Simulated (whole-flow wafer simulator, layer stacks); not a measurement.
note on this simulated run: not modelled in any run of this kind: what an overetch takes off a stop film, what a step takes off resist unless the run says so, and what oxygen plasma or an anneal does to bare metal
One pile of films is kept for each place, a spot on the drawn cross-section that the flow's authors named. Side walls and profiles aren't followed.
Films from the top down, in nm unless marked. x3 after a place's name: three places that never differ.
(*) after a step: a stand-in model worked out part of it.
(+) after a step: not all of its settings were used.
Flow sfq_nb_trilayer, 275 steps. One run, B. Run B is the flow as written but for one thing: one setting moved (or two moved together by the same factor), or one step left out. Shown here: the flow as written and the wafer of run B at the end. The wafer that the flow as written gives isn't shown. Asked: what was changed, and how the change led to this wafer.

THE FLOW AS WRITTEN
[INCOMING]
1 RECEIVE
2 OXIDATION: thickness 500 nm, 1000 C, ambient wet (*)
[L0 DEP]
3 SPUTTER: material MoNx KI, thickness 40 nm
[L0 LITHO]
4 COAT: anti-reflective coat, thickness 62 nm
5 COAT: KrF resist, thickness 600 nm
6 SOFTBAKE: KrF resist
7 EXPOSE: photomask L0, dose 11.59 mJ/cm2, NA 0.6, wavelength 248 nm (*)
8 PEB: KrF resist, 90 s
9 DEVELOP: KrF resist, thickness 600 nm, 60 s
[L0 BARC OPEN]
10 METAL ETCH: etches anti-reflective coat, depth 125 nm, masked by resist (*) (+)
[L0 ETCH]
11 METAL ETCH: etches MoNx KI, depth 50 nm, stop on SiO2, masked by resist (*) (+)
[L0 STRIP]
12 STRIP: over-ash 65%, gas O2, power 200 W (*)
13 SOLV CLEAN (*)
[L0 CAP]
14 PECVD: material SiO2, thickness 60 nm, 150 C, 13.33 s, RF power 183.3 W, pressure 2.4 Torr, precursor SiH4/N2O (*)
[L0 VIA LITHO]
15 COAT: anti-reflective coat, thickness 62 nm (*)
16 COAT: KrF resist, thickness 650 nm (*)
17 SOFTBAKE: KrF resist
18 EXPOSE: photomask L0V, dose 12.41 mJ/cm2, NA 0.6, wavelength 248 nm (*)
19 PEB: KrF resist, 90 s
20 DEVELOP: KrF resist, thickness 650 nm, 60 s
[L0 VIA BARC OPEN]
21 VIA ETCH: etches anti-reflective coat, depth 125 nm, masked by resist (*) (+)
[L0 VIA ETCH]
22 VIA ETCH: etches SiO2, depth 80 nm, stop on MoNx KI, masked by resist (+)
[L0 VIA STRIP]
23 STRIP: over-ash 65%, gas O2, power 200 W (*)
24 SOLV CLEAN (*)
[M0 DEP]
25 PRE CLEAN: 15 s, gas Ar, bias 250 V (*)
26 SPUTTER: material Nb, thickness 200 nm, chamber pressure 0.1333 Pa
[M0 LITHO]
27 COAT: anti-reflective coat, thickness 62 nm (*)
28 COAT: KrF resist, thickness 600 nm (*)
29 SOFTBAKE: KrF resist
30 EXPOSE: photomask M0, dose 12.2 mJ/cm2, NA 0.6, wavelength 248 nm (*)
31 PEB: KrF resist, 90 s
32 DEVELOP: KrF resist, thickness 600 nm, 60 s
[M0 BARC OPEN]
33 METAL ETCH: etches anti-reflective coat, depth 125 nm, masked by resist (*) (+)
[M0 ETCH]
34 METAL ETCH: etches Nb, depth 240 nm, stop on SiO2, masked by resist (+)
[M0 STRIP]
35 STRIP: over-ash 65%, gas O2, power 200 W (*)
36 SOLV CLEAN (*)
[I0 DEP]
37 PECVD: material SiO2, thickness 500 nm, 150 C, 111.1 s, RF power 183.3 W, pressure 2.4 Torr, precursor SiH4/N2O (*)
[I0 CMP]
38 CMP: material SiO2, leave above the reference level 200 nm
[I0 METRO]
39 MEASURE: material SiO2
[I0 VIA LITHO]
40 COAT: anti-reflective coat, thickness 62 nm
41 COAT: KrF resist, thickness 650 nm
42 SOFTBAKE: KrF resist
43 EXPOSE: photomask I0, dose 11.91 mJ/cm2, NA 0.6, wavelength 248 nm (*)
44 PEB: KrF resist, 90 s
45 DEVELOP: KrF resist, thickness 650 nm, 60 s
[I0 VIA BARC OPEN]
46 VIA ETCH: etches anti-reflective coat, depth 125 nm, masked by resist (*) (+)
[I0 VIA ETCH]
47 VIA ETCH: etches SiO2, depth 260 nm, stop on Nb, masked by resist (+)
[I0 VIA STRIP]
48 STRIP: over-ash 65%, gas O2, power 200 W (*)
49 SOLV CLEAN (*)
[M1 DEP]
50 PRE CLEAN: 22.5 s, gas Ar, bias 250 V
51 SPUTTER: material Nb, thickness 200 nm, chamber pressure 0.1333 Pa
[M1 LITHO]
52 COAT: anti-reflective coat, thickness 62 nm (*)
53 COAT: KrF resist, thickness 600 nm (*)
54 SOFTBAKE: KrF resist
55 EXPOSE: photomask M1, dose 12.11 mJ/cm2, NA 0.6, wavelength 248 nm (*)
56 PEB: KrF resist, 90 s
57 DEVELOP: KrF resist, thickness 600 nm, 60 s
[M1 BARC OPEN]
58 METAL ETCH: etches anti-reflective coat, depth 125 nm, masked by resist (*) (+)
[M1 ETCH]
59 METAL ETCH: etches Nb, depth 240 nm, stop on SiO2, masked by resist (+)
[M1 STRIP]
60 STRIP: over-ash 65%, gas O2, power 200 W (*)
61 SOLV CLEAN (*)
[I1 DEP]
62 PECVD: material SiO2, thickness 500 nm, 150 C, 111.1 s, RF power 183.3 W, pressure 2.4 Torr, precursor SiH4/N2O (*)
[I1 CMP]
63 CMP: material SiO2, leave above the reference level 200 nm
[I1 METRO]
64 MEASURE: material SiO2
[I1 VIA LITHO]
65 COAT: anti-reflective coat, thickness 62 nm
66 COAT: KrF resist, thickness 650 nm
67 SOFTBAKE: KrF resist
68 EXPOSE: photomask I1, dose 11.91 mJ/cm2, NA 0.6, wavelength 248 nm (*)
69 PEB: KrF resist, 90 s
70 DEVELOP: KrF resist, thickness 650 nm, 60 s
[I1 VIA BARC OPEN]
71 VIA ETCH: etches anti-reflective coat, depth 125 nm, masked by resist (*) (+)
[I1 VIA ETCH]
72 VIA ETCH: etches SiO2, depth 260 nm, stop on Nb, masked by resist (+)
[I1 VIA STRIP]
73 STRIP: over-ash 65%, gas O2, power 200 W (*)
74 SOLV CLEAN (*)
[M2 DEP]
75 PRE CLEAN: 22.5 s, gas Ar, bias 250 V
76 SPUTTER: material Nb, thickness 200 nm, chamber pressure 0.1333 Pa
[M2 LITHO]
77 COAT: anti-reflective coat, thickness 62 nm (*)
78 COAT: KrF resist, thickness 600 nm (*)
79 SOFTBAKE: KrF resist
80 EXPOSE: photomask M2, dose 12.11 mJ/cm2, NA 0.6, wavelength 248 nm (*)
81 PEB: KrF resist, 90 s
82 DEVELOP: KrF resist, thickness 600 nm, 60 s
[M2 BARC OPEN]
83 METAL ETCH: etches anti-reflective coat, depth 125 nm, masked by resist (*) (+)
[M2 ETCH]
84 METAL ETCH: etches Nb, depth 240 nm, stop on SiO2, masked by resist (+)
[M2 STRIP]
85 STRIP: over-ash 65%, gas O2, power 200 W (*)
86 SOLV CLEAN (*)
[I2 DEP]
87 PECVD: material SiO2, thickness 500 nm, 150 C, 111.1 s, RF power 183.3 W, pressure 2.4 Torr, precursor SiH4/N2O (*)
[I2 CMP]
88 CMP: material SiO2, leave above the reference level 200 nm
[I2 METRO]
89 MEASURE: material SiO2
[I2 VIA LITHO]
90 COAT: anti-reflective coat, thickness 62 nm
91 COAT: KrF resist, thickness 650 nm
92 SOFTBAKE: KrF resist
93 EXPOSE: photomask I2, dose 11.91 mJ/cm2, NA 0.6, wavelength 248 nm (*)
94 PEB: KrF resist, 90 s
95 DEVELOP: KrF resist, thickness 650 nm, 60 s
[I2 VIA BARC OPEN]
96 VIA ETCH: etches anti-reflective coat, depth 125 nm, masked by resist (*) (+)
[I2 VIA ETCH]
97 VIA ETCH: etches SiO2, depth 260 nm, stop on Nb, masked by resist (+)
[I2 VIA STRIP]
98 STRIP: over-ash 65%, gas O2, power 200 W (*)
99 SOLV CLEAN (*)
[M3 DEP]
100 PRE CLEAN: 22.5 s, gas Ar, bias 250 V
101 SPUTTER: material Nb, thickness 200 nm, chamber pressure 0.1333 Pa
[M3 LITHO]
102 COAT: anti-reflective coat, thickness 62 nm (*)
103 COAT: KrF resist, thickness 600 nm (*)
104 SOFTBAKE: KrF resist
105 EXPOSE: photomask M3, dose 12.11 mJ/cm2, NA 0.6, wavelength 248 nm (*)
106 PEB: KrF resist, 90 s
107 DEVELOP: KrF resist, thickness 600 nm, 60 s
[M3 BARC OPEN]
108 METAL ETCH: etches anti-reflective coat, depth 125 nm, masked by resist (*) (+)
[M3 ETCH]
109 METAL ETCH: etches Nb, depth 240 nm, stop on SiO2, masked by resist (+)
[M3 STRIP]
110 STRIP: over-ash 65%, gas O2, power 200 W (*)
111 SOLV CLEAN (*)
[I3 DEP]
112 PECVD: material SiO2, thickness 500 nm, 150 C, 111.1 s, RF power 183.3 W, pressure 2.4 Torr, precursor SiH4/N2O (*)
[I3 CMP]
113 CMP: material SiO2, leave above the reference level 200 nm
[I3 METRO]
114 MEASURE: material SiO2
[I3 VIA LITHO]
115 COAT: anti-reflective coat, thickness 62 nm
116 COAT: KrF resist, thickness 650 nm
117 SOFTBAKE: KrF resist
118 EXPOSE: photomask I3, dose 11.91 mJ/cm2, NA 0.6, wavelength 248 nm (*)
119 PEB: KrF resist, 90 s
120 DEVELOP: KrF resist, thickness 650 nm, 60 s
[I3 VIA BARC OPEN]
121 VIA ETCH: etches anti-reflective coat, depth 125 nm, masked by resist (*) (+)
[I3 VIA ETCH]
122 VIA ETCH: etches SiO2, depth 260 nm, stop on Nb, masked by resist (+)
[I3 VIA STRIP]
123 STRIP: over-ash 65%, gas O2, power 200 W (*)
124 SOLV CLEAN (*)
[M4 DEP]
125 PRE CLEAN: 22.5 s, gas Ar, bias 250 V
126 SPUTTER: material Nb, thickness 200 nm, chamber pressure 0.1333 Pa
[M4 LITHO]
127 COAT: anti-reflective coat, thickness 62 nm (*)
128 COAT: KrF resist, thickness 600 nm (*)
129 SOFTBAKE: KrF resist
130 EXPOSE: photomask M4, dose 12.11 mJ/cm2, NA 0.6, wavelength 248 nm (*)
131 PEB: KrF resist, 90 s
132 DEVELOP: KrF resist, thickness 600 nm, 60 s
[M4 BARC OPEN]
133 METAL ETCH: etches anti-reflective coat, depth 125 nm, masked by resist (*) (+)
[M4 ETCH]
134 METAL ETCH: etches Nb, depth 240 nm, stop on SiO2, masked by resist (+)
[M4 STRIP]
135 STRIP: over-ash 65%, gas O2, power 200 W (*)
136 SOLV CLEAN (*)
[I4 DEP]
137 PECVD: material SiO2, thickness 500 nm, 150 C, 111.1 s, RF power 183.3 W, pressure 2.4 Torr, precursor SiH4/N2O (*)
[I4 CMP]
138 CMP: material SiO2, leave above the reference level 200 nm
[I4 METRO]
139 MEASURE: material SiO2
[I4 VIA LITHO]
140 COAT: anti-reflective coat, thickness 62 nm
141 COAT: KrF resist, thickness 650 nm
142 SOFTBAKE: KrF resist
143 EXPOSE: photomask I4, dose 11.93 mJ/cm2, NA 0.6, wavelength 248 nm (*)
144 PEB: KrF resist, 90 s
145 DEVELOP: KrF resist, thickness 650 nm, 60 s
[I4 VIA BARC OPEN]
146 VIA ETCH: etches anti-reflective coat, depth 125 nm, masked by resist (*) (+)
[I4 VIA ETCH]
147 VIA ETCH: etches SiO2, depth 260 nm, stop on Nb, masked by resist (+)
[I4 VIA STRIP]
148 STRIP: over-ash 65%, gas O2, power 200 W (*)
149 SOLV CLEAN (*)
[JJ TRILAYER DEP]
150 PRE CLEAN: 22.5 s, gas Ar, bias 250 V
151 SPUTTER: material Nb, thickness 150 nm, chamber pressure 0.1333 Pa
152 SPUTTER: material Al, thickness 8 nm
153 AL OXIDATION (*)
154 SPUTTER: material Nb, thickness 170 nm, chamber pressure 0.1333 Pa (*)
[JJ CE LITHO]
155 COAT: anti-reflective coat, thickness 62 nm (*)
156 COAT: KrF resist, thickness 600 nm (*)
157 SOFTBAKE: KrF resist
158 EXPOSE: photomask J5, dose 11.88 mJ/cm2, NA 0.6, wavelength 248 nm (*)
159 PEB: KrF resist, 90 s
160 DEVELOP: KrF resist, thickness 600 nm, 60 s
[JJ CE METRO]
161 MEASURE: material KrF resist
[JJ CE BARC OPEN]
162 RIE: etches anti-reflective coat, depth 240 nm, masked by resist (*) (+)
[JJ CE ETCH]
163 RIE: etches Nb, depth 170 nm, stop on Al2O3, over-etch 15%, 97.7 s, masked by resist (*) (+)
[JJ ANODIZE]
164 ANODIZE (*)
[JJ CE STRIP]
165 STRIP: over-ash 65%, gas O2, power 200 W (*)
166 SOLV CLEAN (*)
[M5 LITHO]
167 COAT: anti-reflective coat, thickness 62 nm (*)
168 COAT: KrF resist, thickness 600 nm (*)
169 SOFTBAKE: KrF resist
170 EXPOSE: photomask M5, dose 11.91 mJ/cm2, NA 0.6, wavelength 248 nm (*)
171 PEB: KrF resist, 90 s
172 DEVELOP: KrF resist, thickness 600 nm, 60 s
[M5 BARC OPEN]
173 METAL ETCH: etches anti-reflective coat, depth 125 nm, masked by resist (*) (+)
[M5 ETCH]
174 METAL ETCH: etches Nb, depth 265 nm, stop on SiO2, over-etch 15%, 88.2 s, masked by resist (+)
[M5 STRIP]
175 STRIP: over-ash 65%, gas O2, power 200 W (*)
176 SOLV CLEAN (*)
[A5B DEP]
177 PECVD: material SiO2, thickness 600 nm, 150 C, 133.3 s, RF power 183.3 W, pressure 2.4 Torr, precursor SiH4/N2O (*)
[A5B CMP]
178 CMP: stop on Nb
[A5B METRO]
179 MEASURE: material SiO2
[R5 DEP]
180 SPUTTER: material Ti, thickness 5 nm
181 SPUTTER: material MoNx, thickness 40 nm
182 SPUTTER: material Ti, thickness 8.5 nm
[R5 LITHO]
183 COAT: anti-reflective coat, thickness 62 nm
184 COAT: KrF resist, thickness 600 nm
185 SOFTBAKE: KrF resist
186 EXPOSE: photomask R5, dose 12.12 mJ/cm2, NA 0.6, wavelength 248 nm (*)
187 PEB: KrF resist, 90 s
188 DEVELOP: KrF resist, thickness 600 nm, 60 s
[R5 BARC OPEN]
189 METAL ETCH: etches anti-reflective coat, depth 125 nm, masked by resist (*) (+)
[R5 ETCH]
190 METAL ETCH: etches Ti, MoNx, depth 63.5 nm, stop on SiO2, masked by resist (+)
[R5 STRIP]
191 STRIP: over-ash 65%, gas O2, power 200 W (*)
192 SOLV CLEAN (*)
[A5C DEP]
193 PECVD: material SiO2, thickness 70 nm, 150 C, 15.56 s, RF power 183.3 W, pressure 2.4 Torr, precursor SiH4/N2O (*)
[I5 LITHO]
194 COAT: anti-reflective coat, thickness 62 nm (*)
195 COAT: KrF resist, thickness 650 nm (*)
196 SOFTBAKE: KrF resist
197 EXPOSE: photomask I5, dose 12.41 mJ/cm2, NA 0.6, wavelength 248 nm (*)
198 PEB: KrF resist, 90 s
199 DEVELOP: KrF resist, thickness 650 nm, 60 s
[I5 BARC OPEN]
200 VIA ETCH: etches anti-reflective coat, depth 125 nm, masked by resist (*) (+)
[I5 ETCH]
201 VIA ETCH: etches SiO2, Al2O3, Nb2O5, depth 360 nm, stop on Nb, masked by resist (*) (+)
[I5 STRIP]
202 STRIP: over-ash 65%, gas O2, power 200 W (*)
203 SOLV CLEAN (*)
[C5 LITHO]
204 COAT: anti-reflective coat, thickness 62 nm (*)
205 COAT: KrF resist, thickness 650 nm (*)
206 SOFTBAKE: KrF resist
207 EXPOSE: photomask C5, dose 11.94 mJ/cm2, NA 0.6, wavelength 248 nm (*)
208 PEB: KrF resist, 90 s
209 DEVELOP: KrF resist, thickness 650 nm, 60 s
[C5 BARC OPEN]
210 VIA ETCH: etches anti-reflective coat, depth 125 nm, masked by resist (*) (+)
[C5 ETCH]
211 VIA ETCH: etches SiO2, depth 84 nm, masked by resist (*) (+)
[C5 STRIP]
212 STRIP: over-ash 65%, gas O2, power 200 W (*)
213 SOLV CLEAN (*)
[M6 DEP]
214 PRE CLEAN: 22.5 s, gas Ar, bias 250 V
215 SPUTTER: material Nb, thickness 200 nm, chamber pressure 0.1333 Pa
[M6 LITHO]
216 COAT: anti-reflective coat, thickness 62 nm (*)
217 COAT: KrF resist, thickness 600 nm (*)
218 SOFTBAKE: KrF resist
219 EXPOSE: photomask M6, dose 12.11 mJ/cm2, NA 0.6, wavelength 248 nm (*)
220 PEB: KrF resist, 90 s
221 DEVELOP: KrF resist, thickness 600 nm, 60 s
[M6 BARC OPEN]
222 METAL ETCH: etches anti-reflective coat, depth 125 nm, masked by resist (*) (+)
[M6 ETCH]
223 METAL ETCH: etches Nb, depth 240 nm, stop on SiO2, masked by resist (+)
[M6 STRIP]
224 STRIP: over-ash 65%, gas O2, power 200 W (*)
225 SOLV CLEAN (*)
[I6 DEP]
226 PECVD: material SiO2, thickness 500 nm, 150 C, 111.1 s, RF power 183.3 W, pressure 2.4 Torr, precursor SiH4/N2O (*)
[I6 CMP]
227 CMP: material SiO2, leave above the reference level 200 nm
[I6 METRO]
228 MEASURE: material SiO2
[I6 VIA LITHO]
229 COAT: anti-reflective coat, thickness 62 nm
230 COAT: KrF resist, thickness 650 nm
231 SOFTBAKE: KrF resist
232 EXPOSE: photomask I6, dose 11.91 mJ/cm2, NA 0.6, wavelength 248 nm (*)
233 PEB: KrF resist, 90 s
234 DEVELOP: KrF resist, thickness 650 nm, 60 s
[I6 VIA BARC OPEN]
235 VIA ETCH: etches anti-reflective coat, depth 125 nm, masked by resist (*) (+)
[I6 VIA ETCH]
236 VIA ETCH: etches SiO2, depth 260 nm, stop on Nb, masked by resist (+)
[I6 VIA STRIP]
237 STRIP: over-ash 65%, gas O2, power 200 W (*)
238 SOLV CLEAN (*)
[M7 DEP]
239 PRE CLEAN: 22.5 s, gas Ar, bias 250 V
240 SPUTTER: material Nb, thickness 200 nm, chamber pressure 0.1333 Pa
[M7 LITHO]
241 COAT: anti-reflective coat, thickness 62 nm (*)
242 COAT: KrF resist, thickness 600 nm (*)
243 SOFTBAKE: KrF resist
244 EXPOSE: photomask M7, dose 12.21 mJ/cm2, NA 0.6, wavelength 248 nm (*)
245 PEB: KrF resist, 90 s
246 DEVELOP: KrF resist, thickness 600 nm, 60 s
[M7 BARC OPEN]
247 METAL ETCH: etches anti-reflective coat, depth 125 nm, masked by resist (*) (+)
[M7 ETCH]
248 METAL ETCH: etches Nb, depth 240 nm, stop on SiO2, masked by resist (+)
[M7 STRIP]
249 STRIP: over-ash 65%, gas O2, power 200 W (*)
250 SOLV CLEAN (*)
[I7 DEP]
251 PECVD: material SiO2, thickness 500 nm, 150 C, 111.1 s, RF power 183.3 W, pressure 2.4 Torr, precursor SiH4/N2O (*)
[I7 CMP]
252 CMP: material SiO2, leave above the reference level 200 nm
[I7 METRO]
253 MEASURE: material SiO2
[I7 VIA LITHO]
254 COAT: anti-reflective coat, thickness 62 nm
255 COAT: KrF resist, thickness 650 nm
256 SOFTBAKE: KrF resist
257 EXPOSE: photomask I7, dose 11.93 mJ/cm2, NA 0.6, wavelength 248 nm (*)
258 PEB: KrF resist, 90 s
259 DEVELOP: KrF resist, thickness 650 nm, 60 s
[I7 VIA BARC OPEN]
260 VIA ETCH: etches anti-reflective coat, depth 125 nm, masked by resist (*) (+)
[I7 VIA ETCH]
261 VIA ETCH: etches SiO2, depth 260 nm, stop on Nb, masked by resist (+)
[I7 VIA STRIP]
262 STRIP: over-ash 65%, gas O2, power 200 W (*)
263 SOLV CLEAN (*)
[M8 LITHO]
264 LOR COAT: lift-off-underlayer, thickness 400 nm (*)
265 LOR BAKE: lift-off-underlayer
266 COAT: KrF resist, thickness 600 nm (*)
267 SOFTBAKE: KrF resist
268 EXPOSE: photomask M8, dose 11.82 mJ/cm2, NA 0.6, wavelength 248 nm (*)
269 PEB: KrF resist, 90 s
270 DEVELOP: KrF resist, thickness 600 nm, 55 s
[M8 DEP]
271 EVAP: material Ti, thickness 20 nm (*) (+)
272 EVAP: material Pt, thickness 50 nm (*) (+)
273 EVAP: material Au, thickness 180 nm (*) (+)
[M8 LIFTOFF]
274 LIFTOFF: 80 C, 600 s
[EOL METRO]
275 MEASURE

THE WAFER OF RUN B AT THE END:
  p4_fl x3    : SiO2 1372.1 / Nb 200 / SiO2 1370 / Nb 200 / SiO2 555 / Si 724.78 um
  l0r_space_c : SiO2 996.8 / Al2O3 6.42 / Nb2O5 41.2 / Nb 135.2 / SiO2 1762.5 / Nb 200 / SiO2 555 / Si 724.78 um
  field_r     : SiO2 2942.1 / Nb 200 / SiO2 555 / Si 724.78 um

The cause: step 152, SPUTTER: thickness 4.2 nm was run, where the flow has thickness 8 nm.

How the change led to this, step by step:
  152 SPUTTER: material Al, thickness 8 nm
      field_l, v_sur, via_sp and 100 more: Al +4.2 (new film) (as written it would be: Al +8 (new film))
      via_wl, via_wr: Al +2.7 (new film) (as written it would be: Al +5.14 (new film))
      (and at 1 more place)
  155 COAT: anti-reflective coat, thickness 62 nm (*)
      via_wl, via_wr: anti-reflective coat +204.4 (new film) (as written it would be: anti-reflective coat +209.4 (new film))
  162 RIE: etches anti-reflective coat, depth 240 nm, masked by resist (*) (+)
      ce_l, c5j, ce_r, wl_jj: KrF resist -204.4 (as written it would be: KrF resist -209.4)
      via_wl, via_wr: anti-reflective coat -204.4 (all of it) (as written it would be: anti-reflective coat -209.4 (all of it))
  164 ANODIZE (*)
      field_l, v_sur, via_sp and 96 more: Al2O3 +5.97, Nb2O5 +41.2 (new film), Al -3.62 (all of it), Nb -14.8 (as written it would be: Al2O3 +12.2, Nb2O5 +29.9 (new film), Al -7.42 (all of it), Nb -10.8)
      via_wl, via_wr: Al2O3 +3.49 (new film), Nb2O5 +46.4 (new film), Al -2.12 (all of it), Nb -16.7 (as written it would be: Al2O3 +7.52 (new film), Nb2O5 +39.2 (new film), Al -4.56 (all of it), Nb -14.1)
      (and at 1 more place)
  174 METAL ETCH: etches Nb, depth 265 nm, stop on SiO2, over-etch 15%, 88.2 s, masked by resist (+)
      field_l, r_sur, res and 49 more: Al2O3 -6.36 (all of it), Nb2O5 -41.2 (all of it), Nb -135.2 (all of it), SiO2 -12.2 (as written it would be: Al2O3 -12.6 (all of it), Nb2O5 -29.9 (all of it), Nb -139.2 (all of it), SiO2 -12.3)
      wl_a_sl: Al2O3 -6.35 (all of it), Nb2O5 -41.2 (all of it), Nb -135.2 (all of it), SiO2 -12.2 (as written it would be: Al2O3 -12.6 (all of it), Nb2O5 -29.9 (all of it), Nb -139.2 (all of it), SiO2 -12.3)
  201 VIA ETCH: etches SiO2, Al2O3, Nb2O5, depth 360 nm, stop on Nb, masked by resist (*) (+)
      be: SiO2 -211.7 (all of it), Al2O3 -6.42 (all of it), Nb2O5 -41.2 (all of it) (as written it would be: SiO2 -216.4 (all of it), Al2O3 -12.7 (all of it), Nb2O5 -29.9 (all of it))
